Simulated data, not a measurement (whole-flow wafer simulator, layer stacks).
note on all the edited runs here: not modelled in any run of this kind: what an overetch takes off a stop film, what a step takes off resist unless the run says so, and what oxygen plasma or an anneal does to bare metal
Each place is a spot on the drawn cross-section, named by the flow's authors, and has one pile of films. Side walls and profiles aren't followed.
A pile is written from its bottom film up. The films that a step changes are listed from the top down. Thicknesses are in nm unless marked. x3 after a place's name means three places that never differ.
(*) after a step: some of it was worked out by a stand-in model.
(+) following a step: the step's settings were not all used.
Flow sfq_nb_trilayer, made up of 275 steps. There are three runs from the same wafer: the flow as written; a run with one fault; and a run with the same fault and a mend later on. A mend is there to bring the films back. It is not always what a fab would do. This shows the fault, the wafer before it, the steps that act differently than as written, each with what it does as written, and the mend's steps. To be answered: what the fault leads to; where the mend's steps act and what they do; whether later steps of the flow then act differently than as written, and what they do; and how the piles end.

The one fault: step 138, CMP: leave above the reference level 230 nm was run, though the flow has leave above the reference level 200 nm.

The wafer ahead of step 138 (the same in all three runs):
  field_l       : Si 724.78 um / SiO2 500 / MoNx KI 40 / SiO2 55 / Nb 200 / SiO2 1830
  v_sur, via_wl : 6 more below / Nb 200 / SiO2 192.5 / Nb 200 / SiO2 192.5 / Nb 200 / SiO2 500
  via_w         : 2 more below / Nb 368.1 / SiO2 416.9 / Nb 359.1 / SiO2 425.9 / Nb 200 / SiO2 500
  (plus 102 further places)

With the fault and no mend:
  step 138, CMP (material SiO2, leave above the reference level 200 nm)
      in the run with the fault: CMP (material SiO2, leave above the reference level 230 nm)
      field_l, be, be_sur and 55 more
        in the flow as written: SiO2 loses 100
        in the run with the fault: SiO2 loses 70
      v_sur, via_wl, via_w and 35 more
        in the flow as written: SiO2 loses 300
        in the run with the fault: SiO2 loses 270
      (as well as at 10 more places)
  Steps further on in the flow that do not act as written (5 other steps are not shown; they differ only slightly, by no more than 2% or 0.5 nm, whichever is larger):
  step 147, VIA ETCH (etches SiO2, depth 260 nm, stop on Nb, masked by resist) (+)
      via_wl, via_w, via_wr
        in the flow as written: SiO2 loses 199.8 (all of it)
        in the run with the fault: SiO2 loses 229.8 (all of it)
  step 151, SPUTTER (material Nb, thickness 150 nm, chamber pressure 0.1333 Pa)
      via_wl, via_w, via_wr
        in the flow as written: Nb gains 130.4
        in the run with the fault: Nb gains 126.9
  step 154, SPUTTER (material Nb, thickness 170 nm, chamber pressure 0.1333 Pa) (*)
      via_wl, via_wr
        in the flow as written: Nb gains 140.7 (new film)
        in the run with the fault: Nb gains 135.4 (new film)
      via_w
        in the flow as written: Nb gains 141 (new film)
        in the run with the fault: Nb gains 135.7 (new film)
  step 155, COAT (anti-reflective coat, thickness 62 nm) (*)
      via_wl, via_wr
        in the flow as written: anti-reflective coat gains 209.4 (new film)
        in the run with the fault: anti-reflective coat gains 240.1 (new film)
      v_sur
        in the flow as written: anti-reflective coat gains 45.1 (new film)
        in the run with the fault: anti-reflective coat gains 44 (new film)
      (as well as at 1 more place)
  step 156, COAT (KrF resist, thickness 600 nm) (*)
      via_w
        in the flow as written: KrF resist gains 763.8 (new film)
        in the run with the fault: KrF resist gains 791.5 (new film)
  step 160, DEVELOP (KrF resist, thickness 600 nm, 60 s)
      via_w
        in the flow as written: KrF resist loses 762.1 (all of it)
        in the run with the fault: KrF resist loses 789.8 (all of it)
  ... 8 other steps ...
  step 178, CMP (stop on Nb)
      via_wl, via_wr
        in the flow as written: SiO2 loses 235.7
        in the run with the fault: SiO2 loses 227.2
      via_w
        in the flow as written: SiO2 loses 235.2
        in the run with the fault: SiO2 loses 227.2
  The piles end different from the flow's at v_sur, via_wl, via_w and 36 more by more than 2% or 0.5 nm, whichever is larger.
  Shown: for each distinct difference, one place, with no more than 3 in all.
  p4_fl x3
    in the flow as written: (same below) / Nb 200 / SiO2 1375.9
    in the run with the fault: (same below) / Nb 200 / SiO2 1405.9
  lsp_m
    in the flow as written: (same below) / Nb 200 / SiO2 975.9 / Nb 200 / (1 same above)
    in the run with the fault: (same below) / Nb 200 / SiO2 1005.9 / Nb 200 / (1 same above)
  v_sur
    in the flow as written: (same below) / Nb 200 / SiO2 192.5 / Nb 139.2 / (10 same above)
    in the run with the fault: (same below) / Nb 200 / SiO2 222.5 / Nb 139.2 / (10 same above)

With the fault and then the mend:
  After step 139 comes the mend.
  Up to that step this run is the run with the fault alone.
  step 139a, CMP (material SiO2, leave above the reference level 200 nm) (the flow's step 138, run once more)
      field_l, v_sur, via_wl and 103 more
        SiO2 loses 30
  Every later step of the flow that is run acts as written at every place that is followed.
  At every place that both follow, the piles at the end match the flow's.
